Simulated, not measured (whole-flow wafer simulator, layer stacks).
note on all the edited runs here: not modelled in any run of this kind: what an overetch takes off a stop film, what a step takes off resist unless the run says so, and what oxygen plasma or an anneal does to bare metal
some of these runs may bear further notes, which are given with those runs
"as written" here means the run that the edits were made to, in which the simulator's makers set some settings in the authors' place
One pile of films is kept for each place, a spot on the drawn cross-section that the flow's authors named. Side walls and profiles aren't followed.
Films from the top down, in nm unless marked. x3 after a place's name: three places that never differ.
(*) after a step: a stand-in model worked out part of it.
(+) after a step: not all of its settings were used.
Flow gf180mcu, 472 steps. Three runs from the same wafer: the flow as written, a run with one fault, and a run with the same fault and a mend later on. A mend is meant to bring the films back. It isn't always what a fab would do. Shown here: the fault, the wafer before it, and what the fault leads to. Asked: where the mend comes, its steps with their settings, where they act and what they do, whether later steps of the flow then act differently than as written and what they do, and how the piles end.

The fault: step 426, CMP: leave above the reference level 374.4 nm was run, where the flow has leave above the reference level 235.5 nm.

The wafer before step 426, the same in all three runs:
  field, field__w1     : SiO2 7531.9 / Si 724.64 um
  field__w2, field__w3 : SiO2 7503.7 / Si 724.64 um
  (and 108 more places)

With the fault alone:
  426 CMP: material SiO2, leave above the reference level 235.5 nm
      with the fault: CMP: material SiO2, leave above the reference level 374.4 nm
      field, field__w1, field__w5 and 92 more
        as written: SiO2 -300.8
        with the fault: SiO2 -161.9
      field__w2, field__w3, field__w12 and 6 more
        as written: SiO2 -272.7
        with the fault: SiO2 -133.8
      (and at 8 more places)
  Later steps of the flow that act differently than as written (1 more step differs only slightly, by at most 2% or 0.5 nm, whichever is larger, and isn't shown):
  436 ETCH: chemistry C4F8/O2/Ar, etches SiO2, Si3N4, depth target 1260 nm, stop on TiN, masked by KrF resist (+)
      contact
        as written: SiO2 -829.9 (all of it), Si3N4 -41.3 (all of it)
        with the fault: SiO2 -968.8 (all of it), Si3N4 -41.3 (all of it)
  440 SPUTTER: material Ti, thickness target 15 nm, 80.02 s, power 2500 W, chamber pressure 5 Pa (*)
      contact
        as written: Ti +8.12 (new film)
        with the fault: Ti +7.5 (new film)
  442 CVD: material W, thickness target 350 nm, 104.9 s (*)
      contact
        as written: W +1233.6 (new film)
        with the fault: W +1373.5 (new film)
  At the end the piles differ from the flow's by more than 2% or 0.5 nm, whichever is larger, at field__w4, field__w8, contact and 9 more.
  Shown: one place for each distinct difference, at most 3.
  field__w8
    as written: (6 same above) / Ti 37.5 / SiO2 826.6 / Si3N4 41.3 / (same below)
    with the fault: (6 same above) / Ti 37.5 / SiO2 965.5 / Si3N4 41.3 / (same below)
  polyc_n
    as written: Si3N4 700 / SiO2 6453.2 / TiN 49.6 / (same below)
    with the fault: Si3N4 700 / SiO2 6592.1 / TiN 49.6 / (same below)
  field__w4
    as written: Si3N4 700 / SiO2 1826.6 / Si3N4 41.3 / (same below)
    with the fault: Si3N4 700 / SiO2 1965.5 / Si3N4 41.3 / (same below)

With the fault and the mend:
  The mend comes after step 434.
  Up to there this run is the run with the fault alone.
  434a STRIP: chemistry O2/N2, power 2160 W, pressure 1700 mTorr (*)
      field, field__w1, field__w2 and 108 more
        KrF resist -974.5 (all of it), anti-reflective coat -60 (all of it)
      contact
        anti-reflective coat -60 (all of it)
  434b CMP: material SiO2, leave above the reference level 235.5 nm (the flow's step 426 once more)
      field, field__w1, field__w2 and 109 more
        SiO2 -138.9
  434c HMDS: 120 C, 60 s (the flow's step 428 once more)
      changes no film at any place that is followed
  434d COAT: anti-reflective coat, thickness 60 nm, 182 C, 71 s (the flow's step 429 once more)
      field, field__w1, field__w2 and 109 more
        anti-reflective coat +60 (new film)
  434e COAT: KrF resist, thickness 1000 nm (the flow's step 430 once more)
      field, field__w1, field__w2 and 109 more
        KrF resist +1000 (new film)
  434f SOFTBAKE: KrF resist (the flow's step 431 once more)
      changes no film at any place that is followed
  434g EXPOSE: photomask Via5 (the flow's step 432 once more)
      changes no film at any place that is followed
  434h PEB: KrF resist, 135 C, 90 s (the flow's step 433 once more)
      field, field__w1, field__w2 and 109 more
        KrF resist -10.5
  434i DEVELOP: KrF resist, thickness 1000 nm, 60 s (the flow's step 434 once more)
      field, field__w1, field__w2 and 108 more
        KrF resist -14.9
      contact
        KrF resist -989.5 (all of it)
  No later step of the flow acts differently than as written at any place that is followed.
  At the end the piles are the same as the flow's at every place that both follow.
